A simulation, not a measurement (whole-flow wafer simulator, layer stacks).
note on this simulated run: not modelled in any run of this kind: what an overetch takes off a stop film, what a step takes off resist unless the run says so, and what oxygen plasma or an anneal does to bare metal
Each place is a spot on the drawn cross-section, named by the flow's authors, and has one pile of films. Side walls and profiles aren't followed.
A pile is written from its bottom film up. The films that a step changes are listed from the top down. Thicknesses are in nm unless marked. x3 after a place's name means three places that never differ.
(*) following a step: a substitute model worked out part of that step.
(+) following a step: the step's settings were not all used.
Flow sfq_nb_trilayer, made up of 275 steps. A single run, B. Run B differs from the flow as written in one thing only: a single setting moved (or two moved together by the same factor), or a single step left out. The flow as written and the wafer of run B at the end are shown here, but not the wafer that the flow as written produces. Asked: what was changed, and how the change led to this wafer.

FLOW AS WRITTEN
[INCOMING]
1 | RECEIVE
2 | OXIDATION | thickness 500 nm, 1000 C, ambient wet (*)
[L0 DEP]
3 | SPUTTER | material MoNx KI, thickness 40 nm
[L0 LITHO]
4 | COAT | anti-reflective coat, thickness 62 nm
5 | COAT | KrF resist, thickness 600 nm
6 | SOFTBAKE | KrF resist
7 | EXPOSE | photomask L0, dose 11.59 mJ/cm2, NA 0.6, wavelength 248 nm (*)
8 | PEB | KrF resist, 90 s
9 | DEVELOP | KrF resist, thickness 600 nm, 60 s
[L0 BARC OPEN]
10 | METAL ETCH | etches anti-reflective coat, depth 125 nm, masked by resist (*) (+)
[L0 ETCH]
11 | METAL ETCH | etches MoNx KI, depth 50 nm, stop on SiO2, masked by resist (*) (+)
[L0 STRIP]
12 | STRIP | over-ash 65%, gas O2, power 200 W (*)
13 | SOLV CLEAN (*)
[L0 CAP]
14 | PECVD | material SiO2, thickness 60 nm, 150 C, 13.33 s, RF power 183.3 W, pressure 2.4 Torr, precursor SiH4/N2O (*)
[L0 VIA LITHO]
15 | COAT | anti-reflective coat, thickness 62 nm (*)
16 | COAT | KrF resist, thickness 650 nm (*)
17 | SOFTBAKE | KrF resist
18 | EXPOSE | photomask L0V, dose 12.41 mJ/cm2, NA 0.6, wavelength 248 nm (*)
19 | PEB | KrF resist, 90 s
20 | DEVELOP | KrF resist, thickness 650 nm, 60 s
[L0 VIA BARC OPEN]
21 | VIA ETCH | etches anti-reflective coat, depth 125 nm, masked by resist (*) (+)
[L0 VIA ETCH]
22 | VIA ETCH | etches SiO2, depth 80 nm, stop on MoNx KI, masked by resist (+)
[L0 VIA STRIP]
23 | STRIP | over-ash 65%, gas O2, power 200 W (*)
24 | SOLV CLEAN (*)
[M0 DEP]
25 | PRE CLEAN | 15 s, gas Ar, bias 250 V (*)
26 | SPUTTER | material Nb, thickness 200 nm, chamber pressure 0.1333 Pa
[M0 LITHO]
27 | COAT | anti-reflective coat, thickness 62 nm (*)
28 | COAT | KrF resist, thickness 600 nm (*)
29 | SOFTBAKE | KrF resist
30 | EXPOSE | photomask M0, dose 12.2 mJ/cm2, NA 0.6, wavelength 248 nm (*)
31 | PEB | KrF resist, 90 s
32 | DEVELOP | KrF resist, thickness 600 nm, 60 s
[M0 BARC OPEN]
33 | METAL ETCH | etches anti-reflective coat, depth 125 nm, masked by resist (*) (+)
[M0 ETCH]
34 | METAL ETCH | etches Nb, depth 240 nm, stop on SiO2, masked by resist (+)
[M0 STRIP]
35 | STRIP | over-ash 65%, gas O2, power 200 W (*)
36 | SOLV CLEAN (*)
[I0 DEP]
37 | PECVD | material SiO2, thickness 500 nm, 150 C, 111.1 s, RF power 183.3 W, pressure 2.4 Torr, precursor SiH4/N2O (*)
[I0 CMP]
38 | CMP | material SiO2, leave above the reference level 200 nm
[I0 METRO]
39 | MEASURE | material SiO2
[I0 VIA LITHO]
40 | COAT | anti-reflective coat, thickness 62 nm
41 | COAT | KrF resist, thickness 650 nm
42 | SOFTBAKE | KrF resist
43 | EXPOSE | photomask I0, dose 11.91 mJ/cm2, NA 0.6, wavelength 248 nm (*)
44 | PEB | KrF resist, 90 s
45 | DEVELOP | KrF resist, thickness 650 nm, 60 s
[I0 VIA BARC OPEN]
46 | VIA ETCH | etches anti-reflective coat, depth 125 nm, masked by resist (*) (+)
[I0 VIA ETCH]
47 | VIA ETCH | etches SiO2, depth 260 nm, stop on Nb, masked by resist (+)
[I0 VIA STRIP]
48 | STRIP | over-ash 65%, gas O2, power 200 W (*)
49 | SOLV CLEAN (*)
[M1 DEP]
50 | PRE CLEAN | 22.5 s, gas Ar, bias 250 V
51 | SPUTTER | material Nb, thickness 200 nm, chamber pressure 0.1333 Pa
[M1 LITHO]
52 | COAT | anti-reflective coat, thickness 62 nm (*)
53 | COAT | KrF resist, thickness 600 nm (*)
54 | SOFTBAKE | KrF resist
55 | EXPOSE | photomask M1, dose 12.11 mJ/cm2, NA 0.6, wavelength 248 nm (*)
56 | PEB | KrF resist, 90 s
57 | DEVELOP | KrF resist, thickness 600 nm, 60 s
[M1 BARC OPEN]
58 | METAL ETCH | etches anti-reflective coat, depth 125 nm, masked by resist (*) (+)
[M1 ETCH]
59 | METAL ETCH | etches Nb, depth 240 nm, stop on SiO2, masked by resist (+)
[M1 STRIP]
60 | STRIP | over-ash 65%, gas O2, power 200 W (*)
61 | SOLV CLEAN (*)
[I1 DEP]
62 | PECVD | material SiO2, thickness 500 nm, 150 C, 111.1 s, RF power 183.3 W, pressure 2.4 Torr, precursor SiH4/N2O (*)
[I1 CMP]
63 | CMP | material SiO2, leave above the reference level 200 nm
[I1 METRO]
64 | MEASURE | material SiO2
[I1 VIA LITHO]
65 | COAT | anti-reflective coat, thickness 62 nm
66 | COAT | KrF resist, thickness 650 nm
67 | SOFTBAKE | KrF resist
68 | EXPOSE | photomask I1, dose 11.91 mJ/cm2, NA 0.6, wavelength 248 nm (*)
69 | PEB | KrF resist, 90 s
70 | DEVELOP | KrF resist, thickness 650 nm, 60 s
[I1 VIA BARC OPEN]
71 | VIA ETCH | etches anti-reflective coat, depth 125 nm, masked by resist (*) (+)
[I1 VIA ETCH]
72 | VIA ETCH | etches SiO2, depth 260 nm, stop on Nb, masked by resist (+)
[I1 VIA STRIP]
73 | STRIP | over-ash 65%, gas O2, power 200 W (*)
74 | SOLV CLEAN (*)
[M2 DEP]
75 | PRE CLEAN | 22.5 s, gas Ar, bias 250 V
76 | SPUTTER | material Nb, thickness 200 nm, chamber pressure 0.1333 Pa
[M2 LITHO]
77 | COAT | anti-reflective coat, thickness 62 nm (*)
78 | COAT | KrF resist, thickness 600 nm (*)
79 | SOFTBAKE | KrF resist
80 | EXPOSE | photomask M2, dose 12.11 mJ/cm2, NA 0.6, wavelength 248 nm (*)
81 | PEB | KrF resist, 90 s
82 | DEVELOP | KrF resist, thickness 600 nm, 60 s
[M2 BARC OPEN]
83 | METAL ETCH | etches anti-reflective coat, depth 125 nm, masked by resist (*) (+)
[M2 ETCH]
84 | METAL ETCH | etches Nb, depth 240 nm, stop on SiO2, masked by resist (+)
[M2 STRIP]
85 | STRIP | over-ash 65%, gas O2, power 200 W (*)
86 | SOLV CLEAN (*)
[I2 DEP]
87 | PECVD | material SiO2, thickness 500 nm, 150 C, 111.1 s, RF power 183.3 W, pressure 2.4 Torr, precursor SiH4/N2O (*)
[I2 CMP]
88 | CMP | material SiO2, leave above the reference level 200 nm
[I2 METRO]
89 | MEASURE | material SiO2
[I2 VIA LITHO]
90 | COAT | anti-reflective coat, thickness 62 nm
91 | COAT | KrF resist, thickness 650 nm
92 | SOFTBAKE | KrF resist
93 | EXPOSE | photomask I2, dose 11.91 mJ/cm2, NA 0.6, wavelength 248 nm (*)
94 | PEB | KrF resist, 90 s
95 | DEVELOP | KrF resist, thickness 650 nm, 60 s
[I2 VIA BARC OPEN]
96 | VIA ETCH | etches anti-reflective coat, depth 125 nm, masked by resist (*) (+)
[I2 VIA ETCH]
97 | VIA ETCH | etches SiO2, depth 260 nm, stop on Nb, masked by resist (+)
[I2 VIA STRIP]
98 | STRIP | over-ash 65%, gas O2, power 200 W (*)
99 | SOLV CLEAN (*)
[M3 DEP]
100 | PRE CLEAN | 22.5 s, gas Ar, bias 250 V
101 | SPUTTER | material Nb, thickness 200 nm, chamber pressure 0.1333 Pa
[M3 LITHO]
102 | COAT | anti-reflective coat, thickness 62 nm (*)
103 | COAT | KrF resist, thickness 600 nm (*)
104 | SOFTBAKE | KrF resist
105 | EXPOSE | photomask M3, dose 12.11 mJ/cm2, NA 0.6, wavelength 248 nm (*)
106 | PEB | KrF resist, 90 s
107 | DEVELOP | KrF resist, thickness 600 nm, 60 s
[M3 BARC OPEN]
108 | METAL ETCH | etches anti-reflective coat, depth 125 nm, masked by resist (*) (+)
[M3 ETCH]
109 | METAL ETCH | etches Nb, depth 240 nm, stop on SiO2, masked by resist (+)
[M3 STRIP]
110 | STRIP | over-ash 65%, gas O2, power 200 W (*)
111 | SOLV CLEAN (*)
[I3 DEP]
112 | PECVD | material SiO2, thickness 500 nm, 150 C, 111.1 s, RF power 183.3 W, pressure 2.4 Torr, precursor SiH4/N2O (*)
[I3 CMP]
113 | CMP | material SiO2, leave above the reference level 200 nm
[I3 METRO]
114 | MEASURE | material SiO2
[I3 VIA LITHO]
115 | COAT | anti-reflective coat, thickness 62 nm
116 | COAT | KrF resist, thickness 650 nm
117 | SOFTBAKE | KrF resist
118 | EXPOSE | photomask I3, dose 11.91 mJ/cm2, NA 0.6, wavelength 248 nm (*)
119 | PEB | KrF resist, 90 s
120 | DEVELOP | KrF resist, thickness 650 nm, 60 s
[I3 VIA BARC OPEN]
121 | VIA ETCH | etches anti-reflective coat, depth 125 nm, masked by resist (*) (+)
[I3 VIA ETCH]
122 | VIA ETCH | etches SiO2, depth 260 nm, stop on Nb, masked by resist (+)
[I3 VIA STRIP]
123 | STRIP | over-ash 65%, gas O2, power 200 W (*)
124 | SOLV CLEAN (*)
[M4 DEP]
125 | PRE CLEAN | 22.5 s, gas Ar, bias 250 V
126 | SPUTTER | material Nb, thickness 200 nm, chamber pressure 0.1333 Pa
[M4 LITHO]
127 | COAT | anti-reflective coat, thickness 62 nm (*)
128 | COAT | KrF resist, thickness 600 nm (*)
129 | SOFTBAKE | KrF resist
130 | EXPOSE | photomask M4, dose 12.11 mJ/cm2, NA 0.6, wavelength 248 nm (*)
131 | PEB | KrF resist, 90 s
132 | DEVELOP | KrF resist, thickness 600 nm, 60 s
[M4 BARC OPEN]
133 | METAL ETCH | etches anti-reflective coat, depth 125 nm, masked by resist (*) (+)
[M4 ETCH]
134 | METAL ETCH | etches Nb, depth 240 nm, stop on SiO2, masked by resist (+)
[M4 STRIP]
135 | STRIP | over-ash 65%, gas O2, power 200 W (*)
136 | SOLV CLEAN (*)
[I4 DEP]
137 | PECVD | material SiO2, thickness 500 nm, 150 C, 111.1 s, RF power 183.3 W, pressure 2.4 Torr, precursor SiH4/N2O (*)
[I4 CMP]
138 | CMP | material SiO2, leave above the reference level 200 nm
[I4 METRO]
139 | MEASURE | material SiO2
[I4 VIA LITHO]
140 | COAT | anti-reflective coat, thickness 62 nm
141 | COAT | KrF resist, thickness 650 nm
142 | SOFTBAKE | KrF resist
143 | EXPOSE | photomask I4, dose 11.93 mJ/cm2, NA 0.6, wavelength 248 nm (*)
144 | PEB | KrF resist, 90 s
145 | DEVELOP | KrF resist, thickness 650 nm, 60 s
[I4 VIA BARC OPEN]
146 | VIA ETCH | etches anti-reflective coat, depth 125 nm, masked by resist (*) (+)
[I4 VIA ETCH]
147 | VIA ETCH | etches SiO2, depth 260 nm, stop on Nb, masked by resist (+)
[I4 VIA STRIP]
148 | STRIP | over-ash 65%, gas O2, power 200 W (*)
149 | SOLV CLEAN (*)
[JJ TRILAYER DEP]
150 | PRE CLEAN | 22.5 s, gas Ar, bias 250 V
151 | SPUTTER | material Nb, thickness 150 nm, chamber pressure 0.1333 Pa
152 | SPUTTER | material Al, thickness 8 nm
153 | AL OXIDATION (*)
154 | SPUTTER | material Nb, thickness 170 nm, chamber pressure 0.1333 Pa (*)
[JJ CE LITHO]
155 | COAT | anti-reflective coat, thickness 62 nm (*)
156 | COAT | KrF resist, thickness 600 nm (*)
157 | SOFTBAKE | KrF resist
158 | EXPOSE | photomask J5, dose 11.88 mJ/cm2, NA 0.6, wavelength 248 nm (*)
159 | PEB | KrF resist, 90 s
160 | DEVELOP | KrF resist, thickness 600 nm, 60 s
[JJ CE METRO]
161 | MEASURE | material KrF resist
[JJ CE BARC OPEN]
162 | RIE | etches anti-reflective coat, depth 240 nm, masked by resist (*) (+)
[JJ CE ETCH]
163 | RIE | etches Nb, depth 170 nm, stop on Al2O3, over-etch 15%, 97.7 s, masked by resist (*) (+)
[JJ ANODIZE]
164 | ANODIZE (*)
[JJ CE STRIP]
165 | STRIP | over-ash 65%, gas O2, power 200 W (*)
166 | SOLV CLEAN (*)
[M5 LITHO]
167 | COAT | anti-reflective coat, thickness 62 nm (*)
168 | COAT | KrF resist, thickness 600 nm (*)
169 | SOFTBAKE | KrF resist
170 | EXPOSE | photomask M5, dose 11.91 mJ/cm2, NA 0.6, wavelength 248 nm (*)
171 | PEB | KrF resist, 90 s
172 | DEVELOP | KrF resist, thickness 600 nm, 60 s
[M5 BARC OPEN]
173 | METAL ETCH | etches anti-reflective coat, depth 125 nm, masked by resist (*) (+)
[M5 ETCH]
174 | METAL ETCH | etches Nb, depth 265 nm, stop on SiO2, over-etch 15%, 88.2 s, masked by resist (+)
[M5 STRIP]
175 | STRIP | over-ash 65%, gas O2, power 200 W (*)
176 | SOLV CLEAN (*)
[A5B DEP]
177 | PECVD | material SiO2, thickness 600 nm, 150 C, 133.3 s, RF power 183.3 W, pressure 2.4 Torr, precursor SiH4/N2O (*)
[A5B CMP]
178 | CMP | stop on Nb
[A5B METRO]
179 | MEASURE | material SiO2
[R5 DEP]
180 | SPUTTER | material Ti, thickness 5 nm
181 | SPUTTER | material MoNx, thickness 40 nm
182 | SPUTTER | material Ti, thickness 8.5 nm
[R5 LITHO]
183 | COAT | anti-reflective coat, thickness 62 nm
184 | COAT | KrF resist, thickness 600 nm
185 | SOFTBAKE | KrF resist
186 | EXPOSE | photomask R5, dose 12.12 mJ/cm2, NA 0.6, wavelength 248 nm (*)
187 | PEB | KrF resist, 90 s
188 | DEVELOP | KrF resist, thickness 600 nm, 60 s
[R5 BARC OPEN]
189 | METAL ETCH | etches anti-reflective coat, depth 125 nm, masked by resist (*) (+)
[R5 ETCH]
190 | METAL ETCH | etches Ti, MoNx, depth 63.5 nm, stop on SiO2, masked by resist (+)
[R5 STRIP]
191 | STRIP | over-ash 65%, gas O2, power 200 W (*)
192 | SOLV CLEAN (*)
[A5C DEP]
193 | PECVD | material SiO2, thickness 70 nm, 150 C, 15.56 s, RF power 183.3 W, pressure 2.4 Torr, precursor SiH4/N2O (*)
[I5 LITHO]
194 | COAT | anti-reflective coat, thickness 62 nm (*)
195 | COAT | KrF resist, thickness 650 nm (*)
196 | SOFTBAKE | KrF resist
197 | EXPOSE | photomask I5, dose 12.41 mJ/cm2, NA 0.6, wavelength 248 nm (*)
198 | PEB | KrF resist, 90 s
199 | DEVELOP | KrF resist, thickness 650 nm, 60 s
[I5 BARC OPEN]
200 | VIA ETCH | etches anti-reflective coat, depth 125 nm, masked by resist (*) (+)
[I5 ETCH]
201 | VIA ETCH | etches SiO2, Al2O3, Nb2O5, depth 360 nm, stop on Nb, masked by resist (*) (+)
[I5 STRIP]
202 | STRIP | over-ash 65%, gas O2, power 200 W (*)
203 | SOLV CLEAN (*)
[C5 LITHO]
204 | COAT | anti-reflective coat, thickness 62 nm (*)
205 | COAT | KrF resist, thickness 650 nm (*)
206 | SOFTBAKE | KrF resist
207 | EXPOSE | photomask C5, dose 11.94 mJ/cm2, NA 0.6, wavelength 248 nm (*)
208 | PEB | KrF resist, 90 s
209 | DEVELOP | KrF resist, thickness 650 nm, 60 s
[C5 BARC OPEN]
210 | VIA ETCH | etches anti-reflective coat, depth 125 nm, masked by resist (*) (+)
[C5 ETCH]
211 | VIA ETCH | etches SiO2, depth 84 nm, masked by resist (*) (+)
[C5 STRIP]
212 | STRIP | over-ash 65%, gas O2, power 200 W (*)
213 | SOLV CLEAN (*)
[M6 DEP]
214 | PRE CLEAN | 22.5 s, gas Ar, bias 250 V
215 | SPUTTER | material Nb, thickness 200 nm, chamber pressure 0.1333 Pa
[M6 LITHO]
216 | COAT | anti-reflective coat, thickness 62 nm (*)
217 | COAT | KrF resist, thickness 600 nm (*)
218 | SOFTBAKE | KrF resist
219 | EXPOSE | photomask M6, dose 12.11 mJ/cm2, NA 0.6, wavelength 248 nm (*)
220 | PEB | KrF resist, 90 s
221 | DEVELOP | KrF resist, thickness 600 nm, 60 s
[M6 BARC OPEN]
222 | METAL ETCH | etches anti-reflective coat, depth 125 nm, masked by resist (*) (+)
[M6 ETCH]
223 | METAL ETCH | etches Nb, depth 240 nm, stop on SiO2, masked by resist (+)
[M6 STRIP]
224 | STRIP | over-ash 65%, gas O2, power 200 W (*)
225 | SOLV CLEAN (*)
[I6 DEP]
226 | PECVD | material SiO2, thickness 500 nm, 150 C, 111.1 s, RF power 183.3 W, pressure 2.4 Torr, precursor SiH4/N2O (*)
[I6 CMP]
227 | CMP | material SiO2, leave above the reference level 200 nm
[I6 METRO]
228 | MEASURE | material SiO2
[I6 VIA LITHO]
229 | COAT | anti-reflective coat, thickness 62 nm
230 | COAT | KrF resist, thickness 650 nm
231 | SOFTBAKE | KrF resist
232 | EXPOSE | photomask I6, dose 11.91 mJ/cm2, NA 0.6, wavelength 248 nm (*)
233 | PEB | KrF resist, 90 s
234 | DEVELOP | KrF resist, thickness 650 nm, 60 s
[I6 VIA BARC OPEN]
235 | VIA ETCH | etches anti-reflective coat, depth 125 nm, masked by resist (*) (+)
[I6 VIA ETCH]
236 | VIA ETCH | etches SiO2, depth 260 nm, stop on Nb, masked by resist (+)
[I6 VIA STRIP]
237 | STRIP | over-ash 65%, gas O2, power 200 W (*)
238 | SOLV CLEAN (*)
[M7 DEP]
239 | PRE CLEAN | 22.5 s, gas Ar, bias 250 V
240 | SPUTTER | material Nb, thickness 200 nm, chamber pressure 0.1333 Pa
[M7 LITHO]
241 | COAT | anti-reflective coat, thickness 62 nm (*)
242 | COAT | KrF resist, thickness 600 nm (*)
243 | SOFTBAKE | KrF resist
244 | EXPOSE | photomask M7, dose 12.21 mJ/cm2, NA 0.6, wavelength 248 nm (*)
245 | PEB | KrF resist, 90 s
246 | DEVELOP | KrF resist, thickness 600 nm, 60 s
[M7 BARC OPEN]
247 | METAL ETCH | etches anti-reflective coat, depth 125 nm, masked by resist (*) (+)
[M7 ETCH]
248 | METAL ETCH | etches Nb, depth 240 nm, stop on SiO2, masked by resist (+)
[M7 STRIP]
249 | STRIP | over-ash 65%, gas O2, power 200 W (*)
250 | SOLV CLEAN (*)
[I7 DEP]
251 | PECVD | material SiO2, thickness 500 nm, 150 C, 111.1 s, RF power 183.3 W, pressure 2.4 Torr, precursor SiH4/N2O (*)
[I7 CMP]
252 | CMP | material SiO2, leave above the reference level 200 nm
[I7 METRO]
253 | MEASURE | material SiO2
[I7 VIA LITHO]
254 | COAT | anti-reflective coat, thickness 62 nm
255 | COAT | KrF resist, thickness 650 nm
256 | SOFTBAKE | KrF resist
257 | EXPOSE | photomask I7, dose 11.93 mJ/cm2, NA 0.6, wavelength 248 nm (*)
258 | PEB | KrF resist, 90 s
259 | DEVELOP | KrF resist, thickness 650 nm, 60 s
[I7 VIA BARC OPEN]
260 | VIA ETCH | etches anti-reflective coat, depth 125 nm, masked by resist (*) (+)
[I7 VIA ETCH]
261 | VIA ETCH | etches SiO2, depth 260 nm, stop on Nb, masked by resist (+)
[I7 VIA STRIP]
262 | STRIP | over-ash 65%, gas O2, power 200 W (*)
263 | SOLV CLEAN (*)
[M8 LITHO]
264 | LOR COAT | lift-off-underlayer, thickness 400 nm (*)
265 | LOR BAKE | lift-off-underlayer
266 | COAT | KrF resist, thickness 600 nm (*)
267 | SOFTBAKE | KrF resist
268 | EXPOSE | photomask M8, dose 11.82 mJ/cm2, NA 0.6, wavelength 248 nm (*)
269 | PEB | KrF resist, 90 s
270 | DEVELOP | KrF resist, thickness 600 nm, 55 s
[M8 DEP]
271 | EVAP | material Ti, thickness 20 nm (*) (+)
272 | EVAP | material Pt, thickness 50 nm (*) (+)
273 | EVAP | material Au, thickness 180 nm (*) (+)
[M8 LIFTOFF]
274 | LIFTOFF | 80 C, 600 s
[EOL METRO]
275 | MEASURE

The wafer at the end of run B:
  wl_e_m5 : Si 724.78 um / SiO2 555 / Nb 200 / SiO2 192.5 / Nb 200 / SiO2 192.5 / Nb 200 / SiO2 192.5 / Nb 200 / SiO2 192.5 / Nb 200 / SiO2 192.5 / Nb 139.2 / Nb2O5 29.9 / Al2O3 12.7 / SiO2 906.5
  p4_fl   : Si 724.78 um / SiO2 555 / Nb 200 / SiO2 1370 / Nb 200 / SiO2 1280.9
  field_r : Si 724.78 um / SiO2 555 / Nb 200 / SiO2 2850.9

Cause: step 240, SPUTTER: thickness 105 nm was run, whereas the flow has thickness 200 nm.

How this came from the change, step by step:
  240 | SPUTTER | material Nb, thickness 200 nm, chamber pressure 0.1333 Pa
      field_l, v_sur, via_wl and 102 more: +105 Nb (new film) (as written it would have been: +200 Nb (new film))
      via_v: +84.4 Nb (as written it would have been: +161.1 Nb)
  241 | COAT | anti-reflective coat, thickness 62 nm (*)
      via_v: +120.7 anti-reflective coat (new film) (as written it would have been: +126 anti-reflective coat (new film))
  248 | METAL ETCH | etches Nb, depth 240 nm, stop on SiO2, masked by resist (+)
      field_l, field_r, lsp_l and 62 more: -105 Nb (all of it) (as written it would have been: -200 Nb (all of it))
      v_sur, via_wl, via_w and 38 more: -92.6 KrF resist (as written it would have been: -141.2 KrF resist)
  249 | STRIP | over-ash 65%, gas O2, power 200 W (*)
      wl_j_sl, wl_jj, wl_j_sr and 14 more: -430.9 KrF resist (all of it), -62 anti-reflective coat (all of it) (as written it would have been: -382.4 KrF resist (all of it), -62 anti-reflective coat (all of it))
      ln_m5, lsp_m, ln_m6, lsp_r: -430.5 KrF resist (all of it), -61.8 anti-reflective coat (all of it) (as written it would have been: -381.9 KrF resist (all of it), -61.8 anti-reflective coat (all of it))
      (and at 20 other places as well)
  251 | PECVD | material SiO2, thickness 500 nm, 150 C, 111.1 s, RF power 183.3 W, pressure 2.4 Torr, precursor SiH4/N2O (*)
      field_r, lsp_l: +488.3 SiO2 (as written it would have been: +477.7 SiO2)
      m7r_space_l x2: +500 SiO2 (as written it would have been: +557.1 SiO2)
      (and at 1 other place as well)
  252 | CMP | material SiO2, leave above the reference level 200 nm
      field_l, p4_fl, p4_fm and 56 more: -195 SiO2 (as written it would have been: -100 SiO2)
      field_r, lsp_l: -183.3 SiO2 (as written it would have been: -77.7 SiO2)
      (and at 5 other places as well)
